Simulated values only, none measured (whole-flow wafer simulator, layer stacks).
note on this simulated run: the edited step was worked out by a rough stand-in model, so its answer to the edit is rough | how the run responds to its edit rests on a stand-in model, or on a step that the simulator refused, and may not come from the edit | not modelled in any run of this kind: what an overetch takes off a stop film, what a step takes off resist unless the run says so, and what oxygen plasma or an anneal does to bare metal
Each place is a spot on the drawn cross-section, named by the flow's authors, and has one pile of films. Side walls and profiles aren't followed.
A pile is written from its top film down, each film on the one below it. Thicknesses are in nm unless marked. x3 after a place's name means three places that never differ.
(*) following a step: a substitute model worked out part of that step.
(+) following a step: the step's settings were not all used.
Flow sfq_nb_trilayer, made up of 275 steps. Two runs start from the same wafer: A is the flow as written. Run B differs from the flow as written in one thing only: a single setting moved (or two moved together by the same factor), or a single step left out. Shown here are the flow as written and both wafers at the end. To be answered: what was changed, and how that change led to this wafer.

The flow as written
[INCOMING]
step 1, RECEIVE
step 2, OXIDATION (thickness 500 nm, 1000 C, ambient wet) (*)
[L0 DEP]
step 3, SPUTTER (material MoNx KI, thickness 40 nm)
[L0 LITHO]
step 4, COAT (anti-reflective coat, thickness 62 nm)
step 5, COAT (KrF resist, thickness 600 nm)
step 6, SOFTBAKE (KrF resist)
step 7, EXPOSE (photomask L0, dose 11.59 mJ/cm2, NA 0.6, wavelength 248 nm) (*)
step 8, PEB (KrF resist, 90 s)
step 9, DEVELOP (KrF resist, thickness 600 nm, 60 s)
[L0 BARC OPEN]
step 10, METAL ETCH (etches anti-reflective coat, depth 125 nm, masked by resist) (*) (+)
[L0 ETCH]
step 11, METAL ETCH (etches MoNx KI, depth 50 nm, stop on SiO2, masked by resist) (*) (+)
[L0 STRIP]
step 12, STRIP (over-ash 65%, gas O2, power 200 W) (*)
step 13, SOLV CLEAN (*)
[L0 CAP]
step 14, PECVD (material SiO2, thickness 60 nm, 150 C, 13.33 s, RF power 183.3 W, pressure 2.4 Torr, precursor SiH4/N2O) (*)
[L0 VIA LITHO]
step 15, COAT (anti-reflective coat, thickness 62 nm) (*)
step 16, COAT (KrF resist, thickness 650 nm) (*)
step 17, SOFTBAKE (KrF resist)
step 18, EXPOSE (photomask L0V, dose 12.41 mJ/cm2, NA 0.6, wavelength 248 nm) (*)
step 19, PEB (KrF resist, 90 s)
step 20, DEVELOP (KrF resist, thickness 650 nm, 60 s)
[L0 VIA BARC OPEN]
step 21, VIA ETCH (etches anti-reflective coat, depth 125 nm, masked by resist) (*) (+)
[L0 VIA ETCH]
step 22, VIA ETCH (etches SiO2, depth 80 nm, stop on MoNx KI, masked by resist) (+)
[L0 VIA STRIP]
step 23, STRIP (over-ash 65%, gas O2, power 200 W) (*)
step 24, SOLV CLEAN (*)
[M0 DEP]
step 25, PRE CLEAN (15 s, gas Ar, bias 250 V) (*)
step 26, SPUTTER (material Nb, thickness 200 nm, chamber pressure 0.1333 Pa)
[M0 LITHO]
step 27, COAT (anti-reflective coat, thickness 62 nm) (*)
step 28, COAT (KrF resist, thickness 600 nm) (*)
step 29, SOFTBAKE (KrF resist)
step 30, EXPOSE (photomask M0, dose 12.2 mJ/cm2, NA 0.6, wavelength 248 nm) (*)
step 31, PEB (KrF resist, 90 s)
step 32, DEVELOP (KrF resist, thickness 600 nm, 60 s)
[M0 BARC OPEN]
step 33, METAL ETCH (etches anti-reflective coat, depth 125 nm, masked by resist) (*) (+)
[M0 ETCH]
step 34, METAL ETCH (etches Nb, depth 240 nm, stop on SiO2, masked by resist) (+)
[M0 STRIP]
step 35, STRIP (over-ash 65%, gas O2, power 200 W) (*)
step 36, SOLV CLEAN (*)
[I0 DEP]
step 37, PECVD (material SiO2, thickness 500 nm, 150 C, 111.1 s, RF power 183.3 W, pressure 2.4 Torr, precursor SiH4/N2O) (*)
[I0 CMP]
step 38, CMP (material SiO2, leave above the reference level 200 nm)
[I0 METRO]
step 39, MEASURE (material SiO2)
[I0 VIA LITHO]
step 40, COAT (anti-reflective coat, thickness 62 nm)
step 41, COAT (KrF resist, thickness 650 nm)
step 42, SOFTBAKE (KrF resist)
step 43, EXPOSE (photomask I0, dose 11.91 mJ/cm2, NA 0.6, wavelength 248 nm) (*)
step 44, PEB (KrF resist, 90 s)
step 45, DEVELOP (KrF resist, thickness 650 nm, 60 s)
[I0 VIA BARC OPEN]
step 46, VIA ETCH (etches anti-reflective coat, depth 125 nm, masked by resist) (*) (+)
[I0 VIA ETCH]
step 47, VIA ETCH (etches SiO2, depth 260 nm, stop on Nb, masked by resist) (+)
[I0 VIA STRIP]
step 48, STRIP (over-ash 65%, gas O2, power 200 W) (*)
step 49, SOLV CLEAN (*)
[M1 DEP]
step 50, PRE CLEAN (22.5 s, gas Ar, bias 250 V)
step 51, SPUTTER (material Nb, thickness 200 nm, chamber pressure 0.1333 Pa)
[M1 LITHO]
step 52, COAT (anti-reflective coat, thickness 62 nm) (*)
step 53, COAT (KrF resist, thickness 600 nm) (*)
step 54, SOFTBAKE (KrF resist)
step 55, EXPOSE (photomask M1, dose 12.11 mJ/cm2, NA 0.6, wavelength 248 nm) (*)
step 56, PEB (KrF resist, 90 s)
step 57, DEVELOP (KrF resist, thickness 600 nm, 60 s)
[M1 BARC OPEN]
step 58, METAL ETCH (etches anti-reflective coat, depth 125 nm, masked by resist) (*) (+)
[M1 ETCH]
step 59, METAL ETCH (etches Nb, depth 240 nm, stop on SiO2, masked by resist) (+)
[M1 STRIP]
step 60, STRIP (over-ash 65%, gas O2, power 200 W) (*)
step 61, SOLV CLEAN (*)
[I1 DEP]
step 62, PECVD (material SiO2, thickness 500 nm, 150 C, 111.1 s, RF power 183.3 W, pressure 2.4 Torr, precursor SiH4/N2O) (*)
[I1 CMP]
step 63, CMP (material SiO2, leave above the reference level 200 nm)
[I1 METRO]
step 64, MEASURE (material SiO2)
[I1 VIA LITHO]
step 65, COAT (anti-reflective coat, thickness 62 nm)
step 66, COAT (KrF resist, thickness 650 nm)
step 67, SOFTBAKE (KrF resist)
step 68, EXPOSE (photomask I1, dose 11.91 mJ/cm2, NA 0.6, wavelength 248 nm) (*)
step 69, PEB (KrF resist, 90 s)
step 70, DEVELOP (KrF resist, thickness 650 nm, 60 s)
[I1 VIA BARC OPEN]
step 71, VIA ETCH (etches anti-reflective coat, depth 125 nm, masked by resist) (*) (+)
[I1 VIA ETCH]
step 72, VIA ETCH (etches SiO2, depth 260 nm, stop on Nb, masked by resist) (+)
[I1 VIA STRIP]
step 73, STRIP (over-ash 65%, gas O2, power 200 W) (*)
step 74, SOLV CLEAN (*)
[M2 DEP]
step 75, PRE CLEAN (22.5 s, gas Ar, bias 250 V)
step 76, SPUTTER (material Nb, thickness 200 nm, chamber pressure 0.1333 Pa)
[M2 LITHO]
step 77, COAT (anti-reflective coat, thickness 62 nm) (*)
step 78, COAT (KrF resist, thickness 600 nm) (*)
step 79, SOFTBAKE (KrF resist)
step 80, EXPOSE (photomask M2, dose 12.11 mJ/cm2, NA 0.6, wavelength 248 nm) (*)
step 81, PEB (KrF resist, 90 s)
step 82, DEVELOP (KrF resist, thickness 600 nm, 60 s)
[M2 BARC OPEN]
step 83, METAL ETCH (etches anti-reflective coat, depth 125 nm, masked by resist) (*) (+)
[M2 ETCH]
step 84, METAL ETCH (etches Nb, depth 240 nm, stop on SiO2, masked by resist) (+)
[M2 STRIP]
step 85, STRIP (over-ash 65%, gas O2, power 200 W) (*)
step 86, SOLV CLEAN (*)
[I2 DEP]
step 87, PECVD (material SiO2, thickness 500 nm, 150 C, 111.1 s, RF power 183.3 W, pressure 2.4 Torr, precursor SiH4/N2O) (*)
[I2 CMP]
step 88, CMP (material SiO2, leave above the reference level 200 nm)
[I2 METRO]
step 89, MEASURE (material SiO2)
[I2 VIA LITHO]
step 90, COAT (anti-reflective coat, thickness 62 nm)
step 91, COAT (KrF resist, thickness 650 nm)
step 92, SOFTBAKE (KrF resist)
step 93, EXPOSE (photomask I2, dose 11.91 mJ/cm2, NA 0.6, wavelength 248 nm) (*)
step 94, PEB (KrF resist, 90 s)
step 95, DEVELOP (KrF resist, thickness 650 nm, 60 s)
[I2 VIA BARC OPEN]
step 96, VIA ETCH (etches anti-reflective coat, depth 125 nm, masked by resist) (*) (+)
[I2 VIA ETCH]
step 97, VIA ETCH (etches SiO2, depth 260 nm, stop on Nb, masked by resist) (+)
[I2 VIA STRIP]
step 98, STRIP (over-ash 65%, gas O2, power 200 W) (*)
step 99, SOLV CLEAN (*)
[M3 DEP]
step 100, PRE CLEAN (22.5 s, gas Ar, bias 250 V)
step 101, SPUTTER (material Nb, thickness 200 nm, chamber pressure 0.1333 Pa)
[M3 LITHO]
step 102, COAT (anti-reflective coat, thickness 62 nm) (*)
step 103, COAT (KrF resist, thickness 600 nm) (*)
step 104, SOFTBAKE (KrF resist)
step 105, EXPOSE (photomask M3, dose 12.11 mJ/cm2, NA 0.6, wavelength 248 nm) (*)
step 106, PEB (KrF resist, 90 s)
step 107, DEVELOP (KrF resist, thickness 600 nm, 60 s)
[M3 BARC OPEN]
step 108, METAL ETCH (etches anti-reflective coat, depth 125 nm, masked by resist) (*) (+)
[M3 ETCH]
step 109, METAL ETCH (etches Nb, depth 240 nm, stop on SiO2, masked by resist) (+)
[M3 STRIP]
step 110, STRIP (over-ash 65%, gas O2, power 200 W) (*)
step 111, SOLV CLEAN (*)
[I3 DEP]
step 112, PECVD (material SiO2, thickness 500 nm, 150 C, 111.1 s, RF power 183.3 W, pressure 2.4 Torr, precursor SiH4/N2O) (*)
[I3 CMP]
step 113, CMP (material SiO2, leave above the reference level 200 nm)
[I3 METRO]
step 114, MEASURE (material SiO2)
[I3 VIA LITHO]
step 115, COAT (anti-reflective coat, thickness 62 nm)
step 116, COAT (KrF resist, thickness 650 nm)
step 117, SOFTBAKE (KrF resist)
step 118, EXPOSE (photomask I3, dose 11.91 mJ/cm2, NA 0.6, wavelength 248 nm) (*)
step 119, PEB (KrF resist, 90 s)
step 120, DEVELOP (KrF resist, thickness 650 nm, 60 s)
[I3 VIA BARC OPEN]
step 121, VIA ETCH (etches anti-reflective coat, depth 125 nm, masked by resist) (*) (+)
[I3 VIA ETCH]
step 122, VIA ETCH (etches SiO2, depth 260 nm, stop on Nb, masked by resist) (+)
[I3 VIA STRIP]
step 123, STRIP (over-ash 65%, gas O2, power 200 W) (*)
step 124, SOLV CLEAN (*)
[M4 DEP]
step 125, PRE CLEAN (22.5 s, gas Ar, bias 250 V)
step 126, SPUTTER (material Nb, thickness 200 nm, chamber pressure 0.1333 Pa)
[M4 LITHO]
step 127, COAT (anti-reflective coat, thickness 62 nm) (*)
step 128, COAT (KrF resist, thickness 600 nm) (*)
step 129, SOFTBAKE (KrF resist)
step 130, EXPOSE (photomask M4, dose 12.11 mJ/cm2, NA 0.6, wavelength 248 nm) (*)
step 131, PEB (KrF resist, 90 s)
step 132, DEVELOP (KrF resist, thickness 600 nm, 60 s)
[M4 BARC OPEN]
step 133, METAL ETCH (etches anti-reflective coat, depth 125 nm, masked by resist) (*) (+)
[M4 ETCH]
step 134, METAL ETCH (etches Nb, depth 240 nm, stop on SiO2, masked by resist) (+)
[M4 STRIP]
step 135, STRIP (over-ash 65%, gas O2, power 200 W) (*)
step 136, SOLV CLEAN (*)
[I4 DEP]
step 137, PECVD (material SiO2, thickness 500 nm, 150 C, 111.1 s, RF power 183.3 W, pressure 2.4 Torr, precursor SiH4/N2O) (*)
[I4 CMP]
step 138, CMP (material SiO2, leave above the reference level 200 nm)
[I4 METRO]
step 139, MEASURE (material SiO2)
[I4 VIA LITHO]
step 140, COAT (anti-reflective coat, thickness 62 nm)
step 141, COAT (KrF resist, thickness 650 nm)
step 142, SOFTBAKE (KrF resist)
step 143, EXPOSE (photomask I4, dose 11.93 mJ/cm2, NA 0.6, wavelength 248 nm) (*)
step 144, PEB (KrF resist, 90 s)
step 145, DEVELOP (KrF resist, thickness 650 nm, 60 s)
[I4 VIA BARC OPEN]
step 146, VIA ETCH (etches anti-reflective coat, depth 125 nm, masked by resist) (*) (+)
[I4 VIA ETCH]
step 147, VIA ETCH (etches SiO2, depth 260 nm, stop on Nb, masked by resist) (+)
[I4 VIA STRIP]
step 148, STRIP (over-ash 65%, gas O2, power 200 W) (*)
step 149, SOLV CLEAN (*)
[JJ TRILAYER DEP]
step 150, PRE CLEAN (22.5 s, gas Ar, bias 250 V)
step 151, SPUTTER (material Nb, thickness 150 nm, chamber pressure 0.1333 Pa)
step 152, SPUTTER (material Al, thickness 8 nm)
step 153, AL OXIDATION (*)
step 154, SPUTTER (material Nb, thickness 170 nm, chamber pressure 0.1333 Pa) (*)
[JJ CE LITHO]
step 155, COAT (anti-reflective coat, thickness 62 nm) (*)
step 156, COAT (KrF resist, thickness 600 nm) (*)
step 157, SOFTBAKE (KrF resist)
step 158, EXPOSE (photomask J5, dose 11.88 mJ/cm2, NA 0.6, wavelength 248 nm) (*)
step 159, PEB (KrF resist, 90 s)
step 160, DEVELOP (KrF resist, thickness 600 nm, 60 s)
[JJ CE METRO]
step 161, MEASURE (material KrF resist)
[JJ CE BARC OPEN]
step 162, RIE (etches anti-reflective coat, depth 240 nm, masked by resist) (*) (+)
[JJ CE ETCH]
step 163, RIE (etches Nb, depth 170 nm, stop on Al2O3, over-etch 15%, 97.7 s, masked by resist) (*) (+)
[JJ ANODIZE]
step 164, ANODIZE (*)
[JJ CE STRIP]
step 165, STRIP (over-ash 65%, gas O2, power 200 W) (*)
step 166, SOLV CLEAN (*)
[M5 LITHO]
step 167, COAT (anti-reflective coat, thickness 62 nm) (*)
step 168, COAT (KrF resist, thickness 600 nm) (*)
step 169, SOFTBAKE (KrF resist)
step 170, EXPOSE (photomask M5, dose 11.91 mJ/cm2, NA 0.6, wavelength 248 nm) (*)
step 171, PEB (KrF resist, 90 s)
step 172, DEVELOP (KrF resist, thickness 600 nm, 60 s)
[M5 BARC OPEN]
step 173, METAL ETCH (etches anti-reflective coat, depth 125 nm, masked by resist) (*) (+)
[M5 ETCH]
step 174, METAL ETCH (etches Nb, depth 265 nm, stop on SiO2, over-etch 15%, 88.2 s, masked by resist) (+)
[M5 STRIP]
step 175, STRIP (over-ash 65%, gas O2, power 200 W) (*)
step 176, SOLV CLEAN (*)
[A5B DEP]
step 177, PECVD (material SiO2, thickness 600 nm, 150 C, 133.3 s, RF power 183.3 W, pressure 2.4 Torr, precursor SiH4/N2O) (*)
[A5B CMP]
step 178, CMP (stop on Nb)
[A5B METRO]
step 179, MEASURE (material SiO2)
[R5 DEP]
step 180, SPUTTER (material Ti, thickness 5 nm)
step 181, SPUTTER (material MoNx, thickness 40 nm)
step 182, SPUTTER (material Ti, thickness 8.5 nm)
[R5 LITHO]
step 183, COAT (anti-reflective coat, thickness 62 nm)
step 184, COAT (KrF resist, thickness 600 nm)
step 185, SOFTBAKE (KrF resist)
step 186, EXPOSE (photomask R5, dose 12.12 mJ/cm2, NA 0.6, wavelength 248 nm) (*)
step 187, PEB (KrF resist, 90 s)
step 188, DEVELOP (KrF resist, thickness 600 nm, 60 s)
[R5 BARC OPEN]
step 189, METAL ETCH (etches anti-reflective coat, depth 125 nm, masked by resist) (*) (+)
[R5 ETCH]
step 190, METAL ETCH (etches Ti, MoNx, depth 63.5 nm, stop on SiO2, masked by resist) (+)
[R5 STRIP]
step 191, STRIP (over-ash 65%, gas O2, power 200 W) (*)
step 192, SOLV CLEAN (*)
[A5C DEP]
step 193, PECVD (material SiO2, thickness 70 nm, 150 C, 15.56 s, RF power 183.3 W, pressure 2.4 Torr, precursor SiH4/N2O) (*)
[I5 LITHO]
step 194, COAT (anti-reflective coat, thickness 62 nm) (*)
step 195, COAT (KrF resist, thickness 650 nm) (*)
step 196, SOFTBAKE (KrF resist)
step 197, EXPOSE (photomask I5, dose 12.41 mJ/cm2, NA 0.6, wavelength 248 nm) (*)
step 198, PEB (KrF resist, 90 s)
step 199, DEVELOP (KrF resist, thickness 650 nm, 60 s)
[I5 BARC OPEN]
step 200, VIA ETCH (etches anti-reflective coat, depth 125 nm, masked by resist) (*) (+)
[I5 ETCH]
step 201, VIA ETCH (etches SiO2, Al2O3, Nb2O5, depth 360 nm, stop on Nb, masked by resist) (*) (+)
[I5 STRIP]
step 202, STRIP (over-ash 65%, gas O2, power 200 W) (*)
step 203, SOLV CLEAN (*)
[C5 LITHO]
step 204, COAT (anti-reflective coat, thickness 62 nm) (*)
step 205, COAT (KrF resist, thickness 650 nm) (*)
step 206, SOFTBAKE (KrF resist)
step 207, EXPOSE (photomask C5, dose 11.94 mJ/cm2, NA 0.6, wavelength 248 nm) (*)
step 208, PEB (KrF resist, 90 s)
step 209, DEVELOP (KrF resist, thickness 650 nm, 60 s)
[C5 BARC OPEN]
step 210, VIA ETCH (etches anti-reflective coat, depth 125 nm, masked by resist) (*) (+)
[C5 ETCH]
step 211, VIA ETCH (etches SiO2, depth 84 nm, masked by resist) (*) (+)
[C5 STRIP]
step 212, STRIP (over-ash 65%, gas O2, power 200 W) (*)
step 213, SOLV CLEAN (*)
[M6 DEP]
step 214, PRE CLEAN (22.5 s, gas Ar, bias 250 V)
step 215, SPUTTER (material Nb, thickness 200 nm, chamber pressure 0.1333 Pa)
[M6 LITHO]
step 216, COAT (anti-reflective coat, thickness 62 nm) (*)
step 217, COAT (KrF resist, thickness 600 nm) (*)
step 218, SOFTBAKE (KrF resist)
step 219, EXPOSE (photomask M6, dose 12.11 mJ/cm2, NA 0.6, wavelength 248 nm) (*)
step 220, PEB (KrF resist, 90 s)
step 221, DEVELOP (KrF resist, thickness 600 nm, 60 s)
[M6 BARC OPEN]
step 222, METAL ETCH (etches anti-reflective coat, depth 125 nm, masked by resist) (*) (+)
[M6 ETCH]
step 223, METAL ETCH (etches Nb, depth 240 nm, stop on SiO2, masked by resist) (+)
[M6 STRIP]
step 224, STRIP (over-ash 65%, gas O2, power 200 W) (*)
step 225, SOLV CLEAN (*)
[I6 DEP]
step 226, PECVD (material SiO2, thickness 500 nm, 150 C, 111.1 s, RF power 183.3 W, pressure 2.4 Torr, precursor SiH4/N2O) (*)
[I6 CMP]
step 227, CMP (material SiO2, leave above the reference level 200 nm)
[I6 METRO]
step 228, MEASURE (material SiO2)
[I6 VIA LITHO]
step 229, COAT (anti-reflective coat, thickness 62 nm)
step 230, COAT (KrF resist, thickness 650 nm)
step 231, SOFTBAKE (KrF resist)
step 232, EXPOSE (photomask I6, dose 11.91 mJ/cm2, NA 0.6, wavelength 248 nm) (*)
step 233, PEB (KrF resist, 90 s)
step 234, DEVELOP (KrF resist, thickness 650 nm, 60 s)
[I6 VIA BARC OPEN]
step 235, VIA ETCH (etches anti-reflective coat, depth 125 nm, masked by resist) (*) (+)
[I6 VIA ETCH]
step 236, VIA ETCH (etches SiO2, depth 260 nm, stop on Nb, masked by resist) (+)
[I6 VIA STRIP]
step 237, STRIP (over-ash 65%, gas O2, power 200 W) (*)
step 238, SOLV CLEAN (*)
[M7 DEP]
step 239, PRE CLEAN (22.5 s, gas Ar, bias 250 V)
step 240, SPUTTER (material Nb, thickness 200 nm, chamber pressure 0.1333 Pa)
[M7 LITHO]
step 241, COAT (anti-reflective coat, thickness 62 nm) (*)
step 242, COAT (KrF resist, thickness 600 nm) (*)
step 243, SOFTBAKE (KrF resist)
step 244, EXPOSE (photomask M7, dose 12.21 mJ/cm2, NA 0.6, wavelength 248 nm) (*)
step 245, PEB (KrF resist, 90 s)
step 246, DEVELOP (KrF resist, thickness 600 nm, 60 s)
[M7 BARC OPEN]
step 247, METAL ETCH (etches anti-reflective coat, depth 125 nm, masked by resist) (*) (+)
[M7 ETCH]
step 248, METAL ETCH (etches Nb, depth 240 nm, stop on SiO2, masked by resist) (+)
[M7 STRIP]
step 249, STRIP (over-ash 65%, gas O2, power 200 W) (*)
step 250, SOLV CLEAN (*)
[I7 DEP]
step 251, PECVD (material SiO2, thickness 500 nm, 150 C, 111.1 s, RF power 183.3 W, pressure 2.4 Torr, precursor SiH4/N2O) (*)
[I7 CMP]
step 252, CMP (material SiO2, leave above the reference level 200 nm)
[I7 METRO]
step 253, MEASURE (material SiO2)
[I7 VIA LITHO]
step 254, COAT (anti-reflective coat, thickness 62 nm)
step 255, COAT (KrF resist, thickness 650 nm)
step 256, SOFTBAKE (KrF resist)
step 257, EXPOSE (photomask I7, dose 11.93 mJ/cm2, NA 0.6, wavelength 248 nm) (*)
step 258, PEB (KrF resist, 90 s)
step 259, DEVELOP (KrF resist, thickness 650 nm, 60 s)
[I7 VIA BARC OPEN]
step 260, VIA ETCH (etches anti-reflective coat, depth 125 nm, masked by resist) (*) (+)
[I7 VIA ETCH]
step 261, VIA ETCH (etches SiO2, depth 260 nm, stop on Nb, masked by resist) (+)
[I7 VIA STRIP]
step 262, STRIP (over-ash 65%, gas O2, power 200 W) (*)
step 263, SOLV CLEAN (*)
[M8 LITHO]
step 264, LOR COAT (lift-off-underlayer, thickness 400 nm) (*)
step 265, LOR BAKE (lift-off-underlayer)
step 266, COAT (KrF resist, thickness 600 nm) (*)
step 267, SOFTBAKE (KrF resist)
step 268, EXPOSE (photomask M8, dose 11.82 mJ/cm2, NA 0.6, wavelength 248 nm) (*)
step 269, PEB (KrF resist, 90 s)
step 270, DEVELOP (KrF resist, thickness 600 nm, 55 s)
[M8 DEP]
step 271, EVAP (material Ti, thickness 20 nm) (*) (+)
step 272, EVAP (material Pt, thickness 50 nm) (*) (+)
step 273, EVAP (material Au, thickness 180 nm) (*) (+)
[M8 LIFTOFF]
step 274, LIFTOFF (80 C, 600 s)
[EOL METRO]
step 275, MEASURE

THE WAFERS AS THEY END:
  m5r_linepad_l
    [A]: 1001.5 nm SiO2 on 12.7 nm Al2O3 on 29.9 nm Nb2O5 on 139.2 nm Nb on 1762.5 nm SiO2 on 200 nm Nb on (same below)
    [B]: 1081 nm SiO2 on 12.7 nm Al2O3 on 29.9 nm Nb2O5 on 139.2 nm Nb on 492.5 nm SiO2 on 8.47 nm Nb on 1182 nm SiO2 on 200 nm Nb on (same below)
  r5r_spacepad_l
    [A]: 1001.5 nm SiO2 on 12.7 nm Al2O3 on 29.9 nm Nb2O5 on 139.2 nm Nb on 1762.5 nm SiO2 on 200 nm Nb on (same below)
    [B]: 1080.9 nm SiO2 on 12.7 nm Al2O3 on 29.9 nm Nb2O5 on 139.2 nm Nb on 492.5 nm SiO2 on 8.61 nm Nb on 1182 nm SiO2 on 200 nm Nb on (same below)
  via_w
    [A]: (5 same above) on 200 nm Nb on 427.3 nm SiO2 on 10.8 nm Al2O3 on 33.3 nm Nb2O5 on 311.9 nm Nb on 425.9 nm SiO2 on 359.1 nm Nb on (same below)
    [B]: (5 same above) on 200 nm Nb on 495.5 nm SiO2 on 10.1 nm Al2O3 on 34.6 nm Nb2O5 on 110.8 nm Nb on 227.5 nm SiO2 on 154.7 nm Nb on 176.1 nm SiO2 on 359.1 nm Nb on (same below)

What caused this: step 112, PECVD: thickness 212 nm was run, while the flow as written has thickness 500 nm; step 112, PECVD: 47.22 s was run, where the flow has 111.1 s.

Step by step, how the change led to this:
  step 112, PECVD (material SiO2, thickness 500 nm, 150 C, 111.1 s, RF power 183.3 W, pressure 2.4 Torr, precursor SiH4/N2O) (*)
      field_l, be, be_sur and 64 more: A SiO2 gains 500 | B SiO2 gains 212
      v_sur, via_wl, via_wr and 27 more: A SiO2 gains 500 (new film) | B SiO2 gains 212 (new film)
      (also at 9 further places)
  step 113, CMP (material SiO2, leave above the reference level 200 nm)
      field_l, be, be_sur and 64 more: A SiO2 loses 100 | B nothing
      p4_g1, p4_g2, p3_s0, p3_s1, p3_s2, p3_s3, p3_s4, p3_s5: A SiO2 loses 157.1 | B nothing
      (also at 31 further places)
  step 115, COAT (anti-reflective coat, thickness 62 nm)
      p3_l1, p3_l2, p3_l3, p3_l4: A anti-reflective coat gains 62 (new film) | B anti-reflective coat gains 42.7 (new film)
      p3_fr, m0r_space_r, m6r_space_r, m7r_space_r: A anti-reflective coat gains 62 (new film) | B anti-reflective coat gains 81.5 (new film)
      (also at 83 further places)
  step 116, COAT (KrF resist, thickness 650 nm)
      m0r_line_l, m6r_line_l, m7r_line_l: A KrF resist gains 650 (new film) | B KrF resist gains 685.4 (new film)
      m0r_space_l, m6r_space_l, m7r_space_l: A KrF resist gains 650 (new film) | B KrF resist gains 675.6 (new film)
      (also at 79 further places)
  step 120, DEVELOP (KrF resist, thickness 650 nm, 60 s)
      via_v: A KrF resist loses 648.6 (all of it) | B KrF resist loses 580.9 (all of it)
  step 121, VIA ETCH (etches anti-reflective coat, depth 125 nm, masked by resist) (*) (+)
      field_l, v_sur, via_wl and 102 more: A KrF resist loses 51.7 | B KrF resist loses 39.1
      via_v: A anti-reflective coat loses 62 (all of it), SiO2 loses 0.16 | B anti-reflective coat loses 46.9 (all of it), SiO2 loses 0.12
  step 123, STRIP (over-ash 65%, gas O2, power 200 W) (*)
      m0r_line_l, m6r_line_l, m7r_line_l: A KrF resist loses 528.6 (all of it), anti-reflective coat loses 62 (all of it) | B KrF resist loses 576.5 (all of it), anti-reflective coat loses 61.8 (all of it)
      m0r_space_l, m6r_space_l, m7r_space_l: A KrF resist loses 528.6 (all of it), anti-reflective coat loses 62 (all of it) | B KrF resist loses 566.7 (all of it), anti-reflective coat loses 81 (all of it)
      (also at 99 further places)
  step 126, SPUTTER (material Nb, thickness 200 nm, chamber pressure 0.1333 Pa)
      via_w: A Nb gains 200 (new film) | B Nb gains 154.7 (new film)
  step 127, COAT (anti-reflective coat, thickness 62 nm) (*)
      m0r_space_l, m0r_space_r, m6r_space_l, m6r_space_r, m7r_space_l, m7r_space_r: A anti-reflective coat gains 62 (new film) | B anti-reflective coat gains 81.2 (new film)
      ce_r, sp_r: A anti-reflective coat gains 61.6 (new film) | B anti-reflective coat gains 63.5 (new film)
      (also at 81 further places)
  step 128, COAT (KrF resist, thickness 600 nm) (*)
      m0r_line_l, m0r_line_r, m6r_line_l, m6r_line_r, m7r_line_l, m7r_line_r: A KrF resist gains 600 (new film) | B KrF resist gains 634.5 (new film)
      m0r_space_l, m0r_space_r, m6r_space_l, m6r_space_r, m7r_space_l, m7r_space_r: A KrF resist gains 600 (new film) | B KrF resist gains 625.1 (new film)
      (also at 73 further places)
  step 132, DEVELOP (KrF resist, thickness 600 nm, 60 s)
      m0r_line_l, m0r_line_r, m6r_line_l, m6r_line_r, m7r_line_l, m7r_line_r: A KrF resist loses 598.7 (all of it) | B KrF resist loses 633.2 (all of it)
      m0r_space_l, m0r_space_r, m6r_space_l, m6r_space_r, m7r_space_l, m7r_space_r: A KrF resist loses 598.7 (all of it) | B KrF resist loses 623.8 (all of it)
      (also at 37 further places)
  step 133, METAL ETCH (etches anti-reflective coat, depth 125 nm, masked by resist) (*) (+)
      m5r_linepad_l, m5r_linepad_r, r5r_spacepad_l, r5r_spacepad_r, m8r_pad_l, m8r_pad_r: A anti-reflective coat loses 62 (all of it) | B anti-reflective coat loses 125
      v_sur, via_wl, via_w and 36 more: A KrF resist loses 51.7 | B KrF resist loses 69.4
      (also at 47 further places)
  step 134, METAL ETCH (etches Nb, depth 240 nm, stop on SiO2, masked by resist) (+)
      m5r_linepad_l, m5r_linepad_r: A Nb loses 200 (all of it) | B anti-reflective coat loses 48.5 (all of it), Nb loses 191.5
      r5r_spacepad_l, r5r_spacepad_r: A Nb loses 200 (all of it) | B anti-reflective coat loses 48.6 (all of it), Nb loses 191.4
      (also at 2 further places)
  step 135, STRIP (over-ash 65%, gas O2, power 200 W) (*)
      v_sur: A KrF resist loses 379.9 (all of it), anti-reflective coat loses 61.4 (all of it) | B KrF resist loses 266.5 (all of it), anti-reflective coat loses 37.6 (all of it)
      via_wl: A KrF resist loses 379.4 (all of it), anti-reflective coat loses 61.3 (all of it) | B KrF resist loses 276.1 (all of it), anti-reflective coat loses 31.4 (all of it)
      (also at 37 further places)
  step 137, PECVD (material SiO2, thickness 500 nm, 150 C, 111.1 s, RF power 183.3 W, pressure 2.4 Torr, precursor SiH4/N2O) (*)
      m5r_linepad_l, m5r_linepad_r, r5r_spacepad_l, r5r_spacepad_r: A SiO2 gains 500 | B SiO2 gains 500 (new film)
      p3_s0, p3_s1, p3_s2, p3_s3, p3_s4, p3_s5: A SiO2 gains 557.1 | B SiO2 gains 500
      (also at 3 further places)
  step 138, CMP (material SiO2, leave above the reference level 200 nm)
      field_l, be, be_sur and 55 more: A SiO2 loses 100 | B nothing
      p3_s0, p3_s1, p3_s2, p3_s3, p3_s4, p3_s5: A SiO2 loses 157.1 | B nothing
      (also at 12 further places)
  ... 61 other steps ...
  step 274, LIFTOFF (80 C, 600 s)
      be: A Au loses 180 (all of it), Pt loses 50 (all of it), Ti loses 20 (all of it), KrF resist loses 572.1 (all of it), lift-off-underlayer loses 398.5 (all of it) | B Au loses 180 (all of it), Pt loses 50 (all of it), Ti loses 20 (all of it), KrF resist loses 612.7 (all of it), lift-off-underlayer loses 709.2 (all of it)
      be_sur: A Au loses 180 (all of it), Pt loses 50 (all of it), Ti loses 20 (all of it), KrF resist loses 572.6 (all of it), lift-off-underlayer loses 398.9 (all of it) | B Au loses 180 (all of it), Pt loses 50 (all of it), Ti loses 20 (all of it), KrF resist loses 586.9 (all of it), lift-off-underlayer loses 367.1 (all of it)
      (also at 1 further place)
Taking metal films that touch as one body, m5r_linepad_l has 3 bodies (between them, from the top down: SiO2 492.5; SiO2 1182); the flow as written gives 2 bodies (between them, from the top down: SiO2 1762.5).
Taking metal films that touch as one body, r5r_spacepad_l has 3 bodies (between them, from the top down: SiO2 492.5; SiO2 1182); the flow as written gives 2 bodies (between them, from the top down: SiO2 1762.5).
Taking metal films that touch as one body, via_w has 6 bodies (between them, from the top down: SiO2 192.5; SiO2 495.5 / Al2O3 10.1 / Nb2O5 34.6; SiO2 227.5; SiO2 176.1; SiO2 416.9); the flow as written gives 5 bodies (between them, from the top down: SiO2 192.5; SiO2 427.3 / Al2O3 10.8 / Nb2O5 33.3; SiO2 425.9; SiO2 416.9).
